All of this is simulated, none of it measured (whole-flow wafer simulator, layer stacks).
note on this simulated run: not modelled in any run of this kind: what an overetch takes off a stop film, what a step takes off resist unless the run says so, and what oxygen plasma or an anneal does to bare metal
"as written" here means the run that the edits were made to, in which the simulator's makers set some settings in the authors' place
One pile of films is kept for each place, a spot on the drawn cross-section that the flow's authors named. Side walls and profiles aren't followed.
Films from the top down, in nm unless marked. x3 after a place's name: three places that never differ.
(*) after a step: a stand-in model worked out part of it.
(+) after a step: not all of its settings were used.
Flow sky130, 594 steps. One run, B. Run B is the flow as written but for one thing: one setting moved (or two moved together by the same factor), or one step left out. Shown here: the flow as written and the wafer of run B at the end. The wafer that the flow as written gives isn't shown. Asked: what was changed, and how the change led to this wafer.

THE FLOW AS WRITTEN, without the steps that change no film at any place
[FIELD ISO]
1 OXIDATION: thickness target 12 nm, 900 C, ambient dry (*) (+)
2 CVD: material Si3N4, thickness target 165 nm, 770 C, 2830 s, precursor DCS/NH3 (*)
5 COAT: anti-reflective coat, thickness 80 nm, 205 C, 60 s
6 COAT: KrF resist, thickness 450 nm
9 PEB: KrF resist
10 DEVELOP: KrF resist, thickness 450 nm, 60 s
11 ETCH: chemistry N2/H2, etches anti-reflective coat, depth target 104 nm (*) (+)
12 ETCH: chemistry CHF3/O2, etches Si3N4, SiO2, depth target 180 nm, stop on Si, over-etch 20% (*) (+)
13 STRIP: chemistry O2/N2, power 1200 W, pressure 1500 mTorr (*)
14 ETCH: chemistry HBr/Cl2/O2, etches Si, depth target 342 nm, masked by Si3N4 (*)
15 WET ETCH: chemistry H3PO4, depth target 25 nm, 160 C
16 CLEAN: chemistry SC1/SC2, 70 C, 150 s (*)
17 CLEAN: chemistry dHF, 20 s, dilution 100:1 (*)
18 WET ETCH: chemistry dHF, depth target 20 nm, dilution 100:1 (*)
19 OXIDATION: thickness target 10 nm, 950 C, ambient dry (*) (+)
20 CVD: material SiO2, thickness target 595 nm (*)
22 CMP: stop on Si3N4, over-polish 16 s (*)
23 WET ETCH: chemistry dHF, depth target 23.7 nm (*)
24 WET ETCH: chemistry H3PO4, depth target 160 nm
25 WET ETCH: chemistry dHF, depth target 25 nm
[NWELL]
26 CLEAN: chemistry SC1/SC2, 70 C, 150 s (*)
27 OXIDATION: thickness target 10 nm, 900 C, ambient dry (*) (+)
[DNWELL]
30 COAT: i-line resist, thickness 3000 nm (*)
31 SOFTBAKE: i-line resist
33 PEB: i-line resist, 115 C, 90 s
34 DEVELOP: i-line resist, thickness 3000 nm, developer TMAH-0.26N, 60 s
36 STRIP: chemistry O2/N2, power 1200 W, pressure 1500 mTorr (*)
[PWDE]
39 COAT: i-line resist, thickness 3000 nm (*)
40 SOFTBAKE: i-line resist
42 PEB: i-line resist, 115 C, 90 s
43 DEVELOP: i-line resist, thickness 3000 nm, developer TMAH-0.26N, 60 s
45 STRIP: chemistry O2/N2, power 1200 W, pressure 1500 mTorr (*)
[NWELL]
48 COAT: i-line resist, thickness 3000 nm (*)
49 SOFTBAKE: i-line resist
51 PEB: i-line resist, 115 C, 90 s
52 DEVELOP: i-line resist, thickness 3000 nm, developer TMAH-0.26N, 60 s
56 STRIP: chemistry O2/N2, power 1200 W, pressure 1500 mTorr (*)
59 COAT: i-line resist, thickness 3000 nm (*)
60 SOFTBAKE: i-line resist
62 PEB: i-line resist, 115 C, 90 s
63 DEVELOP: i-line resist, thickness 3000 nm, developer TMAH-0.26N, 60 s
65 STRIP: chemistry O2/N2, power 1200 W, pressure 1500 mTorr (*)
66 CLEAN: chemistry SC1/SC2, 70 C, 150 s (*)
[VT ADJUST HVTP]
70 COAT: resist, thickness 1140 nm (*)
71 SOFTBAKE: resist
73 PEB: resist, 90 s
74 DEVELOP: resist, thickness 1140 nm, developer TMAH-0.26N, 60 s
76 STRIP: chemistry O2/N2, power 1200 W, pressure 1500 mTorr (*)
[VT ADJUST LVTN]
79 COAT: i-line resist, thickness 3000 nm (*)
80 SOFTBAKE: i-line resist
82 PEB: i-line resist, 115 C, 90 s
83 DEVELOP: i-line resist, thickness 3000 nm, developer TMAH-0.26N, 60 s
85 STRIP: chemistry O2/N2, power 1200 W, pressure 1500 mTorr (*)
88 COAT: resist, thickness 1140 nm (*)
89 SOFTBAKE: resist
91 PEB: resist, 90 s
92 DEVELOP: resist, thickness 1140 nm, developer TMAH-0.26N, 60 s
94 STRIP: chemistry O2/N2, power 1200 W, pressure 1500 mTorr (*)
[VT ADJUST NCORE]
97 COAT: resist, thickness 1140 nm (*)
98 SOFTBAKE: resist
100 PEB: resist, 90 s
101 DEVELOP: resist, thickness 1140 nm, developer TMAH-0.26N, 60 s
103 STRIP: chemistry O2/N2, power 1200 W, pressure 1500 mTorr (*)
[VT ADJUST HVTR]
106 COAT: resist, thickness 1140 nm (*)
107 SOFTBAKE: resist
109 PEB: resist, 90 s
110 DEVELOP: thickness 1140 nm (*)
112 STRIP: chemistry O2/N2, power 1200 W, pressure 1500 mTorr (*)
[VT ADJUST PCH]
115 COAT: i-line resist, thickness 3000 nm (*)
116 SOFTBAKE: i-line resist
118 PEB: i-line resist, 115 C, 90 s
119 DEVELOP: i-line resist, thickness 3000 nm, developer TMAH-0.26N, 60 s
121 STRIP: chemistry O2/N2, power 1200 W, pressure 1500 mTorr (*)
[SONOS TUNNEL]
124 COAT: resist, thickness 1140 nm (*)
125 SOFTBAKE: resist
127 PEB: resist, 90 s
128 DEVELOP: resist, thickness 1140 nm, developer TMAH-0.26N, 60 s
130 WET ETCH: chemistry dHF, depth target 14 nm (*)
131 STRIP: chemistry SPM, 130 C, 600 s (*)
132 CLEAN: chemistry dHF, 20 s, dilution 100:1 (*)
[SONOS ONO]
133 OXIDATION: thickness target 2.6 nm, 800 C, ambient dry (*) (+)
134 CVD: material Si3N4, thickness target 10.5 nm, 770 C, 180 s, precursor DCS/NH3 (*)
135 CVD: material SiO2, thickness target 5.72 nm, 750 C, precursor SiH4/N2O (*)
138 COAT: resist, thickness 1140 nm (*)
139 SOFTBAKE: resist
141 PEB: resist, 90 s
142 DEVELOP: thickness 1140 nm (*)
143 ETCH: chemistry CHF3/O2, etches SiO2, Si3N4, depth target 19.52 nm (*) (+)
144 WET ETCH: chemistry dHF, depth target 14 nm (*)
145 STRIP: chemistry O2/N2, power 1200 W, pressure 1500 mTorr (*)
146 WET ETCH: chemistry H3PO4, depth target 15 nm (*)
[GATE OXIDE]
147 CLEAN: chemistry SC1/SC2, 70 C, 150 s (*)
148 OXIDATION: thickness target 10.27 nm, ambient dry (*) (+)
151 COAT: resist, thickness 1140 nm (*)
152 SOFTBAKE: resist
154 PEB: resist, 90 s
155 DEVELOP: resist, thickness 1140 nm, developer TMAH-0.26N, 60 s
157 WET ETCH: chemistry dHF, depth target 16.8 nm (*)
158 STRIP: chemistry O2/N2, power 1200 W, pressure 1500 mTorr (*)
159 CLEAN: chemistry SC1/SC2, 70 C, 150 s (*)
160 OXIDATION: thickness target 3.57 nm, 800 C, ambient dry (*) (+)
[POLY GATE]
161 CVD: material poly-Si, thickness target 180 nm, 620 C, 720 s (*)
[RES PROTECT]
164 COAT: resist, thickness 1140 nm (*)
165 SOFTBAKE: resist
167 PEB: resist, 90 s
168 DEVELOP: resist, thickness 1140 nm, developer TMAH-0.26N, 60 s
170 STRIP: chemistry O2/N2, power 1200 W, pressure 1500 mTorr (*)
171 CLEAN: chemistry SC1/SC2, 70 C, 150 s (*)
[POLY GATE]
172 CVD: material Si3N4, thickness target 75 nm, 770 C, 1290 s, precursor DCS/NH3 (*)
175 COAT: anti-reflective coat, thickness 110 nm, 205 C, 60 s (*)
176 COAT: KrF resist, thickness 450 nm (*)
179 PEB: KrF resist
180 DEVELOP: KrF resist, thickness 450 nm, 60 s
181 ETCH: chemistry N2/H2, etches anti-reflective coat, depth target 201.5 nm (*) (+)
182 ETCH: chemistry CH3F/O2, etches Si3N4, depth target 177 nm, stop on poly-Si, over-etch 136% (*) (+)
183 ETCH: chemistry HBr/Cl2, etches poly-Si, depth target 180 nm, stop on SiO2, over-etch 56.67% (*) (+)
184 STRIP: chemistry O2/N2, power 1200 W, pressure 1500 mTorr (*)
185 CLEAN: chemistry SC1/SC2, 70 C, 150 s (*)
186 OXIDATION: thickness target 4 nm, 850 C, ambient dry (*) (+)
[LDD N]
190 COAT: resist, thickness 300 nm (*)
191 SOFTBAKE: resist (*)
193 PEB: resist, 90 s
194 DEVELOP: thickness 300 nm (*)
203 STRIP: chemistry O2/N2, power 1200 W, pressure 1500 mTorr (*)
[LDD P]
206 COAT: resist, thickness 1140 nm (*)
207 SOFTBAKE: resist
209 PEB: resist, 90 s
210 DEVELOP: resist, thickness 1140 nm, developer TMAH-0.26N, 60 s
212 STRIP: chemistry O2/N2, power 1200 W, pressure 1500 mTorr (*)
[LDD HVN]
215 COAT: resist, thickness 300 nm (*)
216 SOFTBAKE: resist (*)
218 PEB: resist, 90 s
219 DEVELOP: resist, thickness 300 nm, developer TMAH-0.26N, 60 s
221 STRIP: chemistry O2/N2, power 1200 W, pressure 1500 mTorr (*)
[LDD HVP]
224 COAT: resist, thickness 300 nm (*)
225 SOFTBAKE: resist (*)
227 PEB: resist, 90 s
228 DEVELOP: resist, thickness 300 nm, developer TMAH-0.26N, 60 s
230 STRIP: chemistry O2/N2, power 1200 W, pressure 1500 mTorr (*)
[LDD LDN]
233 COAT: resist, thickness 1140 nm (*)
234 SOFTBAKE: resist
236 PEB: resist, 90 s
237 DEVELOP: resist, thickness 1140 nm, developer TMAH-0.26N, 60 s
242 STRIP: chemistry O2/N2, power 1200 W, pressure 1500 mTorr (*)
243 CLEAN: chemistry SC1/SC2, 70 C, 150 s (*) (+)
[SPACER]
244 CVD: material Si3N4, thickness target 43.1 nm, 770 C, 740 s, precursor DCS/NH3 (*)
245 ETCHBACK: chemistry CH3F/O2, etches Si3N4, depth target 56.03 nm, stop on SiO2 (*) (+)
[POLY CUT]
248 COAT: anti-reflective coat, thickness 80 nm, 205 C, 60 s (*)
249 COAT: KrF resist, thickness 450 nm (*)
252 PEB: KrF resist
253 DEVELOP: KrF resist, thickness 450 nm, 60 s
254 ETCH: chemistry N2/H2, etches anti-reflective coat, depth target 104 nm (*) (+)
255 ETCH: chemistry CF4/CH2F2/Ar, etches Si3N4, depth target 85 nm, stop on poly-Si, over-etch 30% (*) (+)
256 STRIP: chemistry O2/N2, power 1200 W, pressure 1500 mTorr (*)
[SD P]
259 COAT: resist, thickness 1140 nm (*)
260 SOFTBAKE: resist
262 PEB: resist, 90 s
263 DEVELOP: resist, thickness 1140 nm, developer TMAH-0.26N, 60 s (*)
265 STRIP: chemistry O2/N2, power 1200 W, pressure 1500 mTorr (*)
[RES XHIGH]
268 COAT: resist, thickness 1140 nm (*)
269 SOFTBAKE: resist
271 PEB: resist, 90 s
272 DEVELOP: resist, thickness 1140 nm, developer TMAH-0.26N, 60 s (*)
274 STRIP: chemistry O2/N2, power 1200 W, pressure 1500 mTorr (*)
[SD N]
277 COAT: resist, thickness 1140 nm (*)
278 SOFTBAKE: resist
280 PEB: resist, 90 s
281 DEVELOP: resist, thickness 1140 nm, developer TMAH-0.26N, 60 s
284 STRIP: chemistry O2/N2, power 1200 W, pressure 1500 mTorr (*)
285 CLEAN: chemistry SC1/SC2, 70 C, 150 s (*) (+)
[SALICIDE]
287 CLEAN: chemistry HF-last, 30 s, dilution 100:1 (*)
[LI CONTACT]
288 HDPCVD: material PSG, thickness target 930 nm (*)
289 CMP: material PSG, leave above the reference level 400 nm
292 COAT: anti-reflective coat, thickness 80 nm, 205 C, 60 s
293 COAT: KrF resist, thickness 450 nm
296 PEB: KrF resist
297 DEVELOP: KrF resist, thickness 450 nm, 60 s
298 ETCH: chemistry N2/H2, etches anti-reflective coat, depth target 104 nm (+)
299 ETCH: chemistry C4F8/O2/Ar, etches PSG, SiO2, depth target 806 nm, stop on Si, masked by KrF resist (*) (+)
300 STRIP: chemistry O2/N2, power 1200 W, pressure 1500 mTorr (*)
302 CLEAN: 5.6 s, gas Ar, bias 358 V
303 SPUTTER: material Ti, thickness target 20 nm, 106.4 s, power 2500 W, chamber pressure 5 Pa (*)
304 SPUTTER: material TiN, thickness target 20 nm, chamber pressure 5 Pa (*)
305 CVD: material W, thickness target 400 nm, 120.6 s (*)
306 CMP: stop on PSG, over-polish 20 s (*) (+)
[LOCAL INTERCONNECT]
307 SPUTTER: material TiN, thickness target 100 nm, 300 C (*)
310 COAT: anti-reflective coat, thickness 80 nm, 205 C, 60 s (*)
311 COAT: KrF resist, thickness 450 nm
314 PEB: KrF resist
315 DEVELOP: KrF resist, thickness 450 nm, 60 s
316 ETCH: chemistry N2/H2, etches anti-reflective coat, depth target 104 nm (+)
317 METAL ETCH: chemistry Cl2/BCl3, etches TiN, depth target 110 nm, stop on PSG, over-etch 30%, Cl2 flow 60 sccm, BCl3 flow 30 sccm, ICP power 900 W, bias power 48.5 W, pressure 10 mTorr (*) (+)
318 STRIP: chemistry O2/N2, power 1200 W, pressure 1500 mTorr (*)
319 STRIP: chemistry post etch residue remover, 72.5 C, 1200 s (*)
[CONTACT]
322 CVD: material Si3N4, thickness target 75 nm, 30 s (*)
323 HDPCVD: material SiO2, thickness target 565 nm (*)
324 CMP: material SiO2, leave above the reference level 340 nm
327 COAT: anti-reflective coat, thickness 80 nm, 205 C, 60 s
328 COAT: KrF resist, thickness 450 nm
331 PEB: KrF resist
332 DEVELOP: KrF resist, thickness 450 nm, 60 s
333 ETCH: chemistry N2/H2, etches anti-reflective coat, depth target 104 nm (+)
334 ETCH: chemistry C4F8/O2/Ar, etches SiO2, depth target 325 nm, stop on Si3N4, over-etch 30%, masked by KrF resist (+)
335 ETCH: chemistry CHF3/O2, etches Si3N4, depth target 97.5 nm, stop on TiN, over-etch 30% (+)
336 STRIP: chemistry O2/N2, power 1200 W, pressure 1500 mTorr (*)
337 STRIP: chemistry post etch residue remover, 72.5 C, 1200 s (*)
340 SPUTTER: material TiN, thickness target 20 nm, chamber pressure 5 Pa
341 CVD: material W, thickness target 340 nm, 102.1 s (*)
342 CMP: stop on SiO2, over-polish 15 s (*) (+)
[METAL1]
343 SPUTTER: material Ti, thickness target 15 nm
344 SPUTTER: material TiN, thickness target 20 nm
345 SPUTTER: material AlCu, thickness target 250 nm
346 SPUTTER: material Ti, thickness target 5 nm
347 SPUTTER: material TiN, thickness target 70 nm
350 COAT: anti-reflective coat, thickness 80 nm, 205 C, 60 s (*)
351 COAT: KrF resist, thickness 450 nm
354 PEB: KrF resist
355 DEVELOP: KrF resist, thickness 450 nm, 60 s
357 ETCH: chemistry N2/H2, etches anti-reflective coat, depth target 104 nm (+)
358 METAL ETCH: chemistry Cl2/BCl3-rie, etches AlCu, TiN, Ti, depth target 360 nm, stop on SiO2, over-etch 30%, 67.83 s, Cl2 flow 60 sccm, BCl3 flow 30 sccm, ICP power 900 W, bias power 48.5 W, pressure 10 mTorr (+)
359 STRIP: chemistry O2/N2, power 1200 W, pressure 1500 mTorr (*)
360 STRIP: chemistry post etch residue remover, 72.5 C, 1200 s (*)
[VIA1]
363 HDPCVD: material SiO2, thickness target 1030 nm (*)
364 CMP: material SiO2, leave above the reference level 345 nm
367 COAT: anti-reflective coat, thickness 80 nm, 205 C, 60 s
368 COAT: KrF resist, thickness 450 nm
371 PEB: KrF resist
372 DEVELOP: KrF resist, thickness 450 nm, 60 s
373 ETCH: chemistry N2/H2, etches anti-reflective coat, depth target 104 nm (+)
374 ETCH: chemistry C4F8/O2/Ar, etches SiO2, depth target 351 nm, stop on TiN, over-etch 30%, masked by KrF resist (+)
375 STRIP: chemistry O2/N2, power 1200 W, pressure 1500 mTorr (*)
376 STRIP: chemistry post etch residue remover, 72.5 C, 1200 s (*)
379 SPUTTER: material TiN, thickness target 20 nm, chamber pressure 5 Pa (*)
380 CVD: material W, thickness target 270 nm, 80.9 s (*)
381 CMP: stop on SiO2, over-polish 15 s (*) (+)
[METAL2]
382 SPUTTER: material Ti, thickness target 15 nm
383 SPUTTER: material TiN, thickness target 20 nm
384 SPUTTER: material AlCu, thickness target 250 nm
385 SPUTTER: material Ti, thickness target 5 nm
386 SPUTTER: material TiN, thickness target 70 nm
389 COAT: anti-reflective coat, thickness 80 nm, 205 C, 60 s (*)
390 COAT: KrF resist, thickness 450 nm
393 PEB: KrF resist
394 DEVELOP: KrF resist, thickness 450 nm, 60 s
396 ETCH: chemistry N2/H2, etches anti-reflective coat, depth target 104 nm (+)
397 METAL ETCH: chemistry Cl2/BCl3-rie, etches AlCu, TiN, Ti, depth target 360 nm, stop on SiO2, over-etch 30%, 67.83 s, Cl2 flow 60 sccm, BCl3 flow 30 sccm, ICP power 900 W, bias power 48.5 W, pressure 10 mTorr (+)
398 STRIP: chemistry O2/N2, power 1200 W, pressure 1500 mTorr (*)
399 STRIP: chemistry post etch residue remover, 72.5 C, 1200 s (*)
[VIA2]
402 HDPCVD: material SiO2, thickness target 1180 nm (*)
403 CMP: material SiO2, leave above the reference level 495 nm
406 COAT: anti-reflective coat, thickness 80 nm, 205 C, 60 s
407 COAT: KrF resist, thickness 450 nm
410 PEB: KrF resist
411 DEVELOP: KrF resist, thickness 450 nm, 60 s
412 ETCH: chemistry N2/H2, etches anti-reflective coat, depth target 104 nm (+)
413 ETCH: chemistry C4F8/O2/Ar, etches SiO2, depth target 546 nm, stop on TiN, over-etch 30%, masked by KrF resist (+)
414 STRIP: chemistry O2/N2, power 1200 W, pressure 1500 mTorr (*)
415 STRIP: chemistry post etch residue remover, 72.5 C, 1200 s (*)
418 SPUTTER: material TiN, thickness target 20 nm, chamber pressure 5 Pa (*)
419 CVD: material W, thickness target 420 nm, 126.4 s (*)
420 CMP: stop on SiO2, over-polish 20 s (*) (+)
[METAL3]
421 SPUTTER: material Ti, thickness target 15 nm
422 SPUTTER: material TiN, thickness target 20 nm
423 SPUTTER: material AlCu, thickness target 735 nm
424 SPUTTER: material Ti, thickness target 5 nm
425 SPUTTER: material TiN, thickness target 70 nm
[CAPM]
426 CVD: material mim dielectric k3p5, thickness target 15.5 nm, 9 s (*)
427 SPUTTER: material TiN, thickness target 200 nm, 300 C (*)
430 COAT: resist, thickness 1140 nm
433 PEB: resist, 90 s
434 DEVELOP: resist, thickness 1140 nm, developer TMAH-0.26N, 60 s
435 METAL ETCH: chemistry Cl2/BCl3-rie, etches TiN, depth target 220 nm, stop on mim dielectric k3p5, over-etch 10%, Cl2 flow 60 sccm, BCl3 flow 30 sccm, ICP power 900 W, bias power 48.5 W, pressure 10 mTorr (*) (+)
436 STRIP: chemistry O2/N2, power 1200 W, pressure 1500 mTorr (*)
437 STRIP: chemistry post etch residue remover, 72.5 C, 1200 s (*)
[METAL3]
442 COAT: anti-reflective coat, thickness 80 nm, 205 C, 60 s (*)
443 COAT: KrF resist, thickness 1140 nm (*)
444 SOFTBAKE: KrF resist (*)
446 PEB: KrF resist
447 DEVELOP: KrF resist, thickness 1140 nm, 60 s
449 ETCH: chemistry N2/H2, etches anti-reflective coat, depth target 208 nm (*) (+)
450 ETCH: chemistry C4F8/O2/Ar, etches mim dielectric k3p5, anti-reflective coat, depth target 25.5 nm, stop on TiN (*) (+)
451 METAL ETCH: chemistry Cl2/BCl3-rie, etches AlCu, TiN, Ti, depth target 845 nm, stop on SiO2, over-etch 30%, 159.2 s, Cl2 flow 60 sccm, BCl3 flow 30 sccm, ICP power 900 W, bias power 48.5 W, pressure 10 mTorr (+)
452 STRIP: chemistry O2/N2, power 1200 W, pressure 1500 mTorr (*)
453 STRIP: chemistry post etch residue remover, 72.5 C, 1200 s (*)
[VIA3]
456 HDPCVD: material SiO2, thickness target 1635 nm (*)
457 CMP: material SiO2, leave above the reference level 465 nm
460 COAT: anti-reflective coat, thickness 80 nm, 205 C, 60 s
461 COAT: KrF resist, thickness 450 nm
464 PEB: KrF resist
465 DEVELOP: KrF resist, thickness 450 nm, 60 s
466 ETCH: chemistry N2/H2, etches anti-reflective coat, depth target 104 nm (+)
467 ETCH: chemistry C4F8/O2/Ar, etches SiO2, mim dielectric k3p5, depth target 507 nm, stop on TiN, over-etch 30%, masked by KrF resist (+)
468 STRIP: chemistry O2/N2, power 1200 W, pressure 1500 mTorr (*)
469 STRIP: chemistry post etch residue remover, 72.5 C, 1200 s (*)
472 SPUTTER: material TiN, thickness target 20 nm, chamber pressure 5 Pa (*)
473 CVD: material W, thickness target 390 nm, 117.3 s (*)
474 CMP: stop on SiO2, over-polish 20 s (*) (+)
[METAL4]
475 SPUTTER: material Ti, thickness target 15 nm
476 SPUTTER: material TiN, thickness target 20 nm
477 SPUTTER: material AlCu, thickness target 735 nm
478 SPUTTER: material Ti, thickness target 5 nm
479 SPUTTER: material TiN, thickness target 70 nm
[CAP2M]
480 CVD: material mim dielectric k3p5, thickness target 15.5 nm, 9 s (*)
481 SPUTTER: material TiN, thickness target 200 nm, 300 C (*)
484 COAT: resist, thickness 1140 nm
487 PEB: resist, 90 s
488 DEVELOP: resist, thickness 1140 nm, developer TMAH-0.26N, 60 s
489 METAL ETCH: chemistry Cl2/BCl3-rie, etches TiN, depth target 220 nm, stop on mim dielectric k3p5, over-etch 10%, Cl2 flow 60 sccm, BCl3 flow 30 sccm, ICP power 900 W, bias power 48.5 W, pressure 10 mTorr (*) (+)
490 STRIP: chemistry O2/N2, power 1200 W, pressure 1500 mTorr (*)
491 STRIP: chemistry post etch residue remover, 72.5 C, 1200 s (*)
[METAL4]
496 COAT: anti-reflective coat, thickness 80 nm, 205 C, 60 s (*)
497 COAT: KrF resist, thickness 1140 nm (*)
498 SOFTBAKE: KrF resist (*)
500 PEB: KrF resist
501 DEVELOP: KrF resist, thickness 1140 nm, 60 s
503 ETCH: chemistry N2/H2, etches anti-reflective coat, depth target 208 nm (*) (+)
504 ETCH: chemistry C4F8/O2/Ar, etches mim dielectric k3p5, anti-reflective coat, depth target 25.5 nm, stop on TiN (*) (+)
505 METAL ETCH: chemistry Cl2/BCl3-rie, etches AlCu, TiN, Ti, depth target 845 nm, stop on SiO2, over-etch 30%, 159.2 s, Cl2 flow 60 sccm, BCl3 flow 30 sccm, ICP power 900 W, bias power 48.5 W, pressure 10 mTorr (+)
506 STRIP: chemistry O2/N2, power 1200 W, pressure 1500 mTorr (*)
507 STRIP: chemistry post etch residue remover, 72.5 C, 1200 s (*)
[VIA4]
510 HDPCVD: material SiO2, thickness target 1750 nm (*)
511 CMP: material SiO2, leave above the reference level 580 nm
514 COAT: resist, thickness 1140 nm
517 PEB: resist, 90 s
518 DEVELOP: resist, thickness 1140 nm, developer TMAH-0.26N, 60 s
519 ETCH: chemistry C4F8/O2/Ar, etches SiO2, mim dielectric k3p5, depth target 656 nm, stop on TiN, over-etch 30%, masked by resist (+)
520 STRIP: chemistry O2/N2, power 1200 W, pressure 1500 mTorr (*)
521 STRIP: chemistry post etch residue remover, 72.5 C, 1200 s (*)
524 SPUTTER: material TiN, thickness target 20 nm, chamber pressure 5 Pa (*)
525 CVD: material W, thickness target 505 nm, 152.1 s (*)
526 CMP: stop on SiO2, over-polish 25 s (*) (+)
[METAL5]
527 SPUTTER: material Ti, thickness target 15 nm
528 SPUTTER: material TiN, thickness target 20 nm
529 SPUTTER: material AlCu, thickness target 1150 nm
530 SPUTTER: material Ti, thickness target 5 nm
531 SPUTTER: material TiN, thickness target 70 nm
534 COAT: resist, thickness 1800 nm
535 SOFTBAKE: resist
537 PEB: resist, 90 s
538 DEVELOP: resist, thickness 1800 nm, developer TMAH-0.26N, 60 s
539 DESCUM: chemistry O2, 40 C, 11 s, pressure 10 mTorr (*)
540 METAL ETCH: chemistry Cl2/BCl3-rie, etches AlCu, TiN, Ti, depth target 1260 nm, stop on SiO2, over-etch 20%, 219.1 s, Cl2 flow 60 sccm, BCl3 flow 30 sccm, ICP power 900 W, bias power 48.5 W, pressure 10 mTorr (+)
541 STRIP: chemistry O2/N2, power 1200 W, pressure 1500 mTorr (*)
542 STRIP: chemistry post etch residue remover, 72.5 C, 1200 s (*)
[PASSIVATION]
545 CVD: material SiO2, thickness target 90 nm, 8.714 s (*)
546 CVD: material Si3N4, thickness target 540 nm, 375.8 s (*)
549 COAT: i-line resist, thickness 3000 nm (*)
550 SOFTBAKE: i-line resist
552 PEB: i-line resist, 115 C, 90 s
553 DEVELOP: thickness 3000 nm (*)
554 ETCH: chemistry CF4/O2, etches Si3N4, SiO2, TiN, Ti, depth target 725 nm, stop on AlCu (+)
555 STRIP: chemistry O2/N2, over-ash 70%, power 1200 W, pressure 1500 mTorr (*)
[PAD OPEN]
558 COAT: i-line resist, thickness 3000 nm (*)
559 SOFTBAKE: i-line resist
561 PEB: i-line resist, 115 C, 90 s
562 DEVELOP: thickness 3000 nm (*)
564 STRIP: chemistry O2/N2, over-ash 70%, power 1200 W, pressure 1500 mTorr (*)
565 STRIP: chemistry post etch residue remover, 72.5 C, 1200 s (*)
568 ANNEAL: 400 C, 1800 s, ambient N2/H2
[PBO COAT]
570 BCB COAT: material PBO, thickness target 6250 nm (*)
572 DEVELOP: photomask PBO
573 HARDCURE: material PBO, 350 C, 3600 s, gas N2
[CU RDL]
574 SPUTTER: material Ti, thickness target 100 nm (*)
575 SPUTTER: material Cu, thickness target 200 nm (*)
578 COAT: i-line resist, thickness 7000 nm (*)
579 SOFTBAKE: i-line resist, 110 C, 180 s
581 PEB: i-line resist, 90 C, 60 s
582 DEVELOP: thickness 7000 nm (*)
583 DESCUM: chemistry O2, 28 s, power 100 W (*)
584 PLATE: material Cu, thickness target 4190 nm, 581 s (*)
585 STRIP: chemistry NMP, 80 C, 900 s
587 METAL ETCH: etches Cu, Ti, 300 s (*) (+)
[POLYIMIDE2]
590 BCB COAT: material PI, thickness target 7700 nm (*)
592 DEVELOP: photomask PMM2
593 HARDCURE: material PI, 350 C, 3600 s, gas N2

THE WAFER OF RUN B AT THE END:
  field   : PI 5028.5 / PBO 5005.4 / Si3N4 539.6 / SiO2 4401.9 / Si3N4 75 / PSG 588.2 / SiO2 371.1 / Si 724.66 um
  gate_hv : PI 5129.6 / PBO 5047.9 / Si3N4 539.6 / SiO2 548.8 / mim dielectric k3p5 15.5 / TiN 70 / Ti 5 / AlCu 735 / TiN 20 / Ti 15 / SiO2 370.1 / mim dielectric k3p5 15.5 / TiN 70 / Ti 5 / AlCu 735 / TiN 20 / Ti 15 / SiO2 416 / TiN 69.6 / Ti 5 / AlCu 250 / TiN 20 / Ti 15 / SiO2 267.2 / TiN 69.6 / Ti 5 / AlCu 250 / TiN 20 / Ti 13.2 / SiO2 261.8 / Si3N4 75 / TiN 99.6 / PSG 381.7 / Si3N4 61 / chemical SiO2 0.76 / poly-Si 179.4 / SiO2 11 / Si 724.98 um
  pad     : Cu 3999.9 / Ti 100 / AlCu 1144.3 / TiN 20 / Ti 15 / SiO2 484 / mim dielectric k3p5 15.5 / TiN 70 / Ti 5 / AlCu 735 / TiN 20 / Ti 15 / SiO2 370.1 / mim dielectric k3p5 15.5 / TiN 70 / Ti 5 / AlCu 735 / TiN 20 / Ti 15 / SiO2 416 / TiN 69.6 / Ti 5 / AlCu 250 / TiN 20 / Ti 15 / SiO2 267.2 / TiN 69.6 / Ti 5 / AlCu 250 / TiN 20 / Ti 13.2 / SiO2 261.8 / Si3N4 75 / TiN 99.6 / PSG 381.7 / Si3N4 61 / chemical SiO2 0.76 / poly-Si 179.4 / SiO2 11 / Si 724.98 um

The cause: step 343, SPUTTER: thickness target 13.2 nm was run, where the flow has thickness target 15 nm.
It can be read off the wafer: gate_hv has Ti 13.2, and step 343 as written asks for 15 nm.

How the change led to this, step by step:
  343 SPUTTER: material Ti, thickness target 15 nm
      field, active, n_well and 188 more: Ti +13.2 (new film) (as written it would be: Ti +15 (new film))
  358 METAL ETCH: chemistry Cl2/BCl3-rie, etches AlCu, TiN, Ti, depth target 360 nm, stop on SiO2, over-etch 30%, 67.83 s, Cl2 flow 60 sccm, BCl3 flow 30 sccm, ICP power 900 W, bias power 48.5 W, pressure 10 mTorr (+)
      field, active, gate and 81 more: TiN -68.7 (all of it), Ti -5 (all of it), AlCu -250 (all of it), TiN -20 (all of it), Ti -13.2 (all of it), SiO2 -11.1 (as written it would be: TiN -68.7 (all of it), Ti -5 (all of it), AlCu -250 (all of it), TiN -20 (all of it), Ti -15 (all of it), SiO2 -10.9)
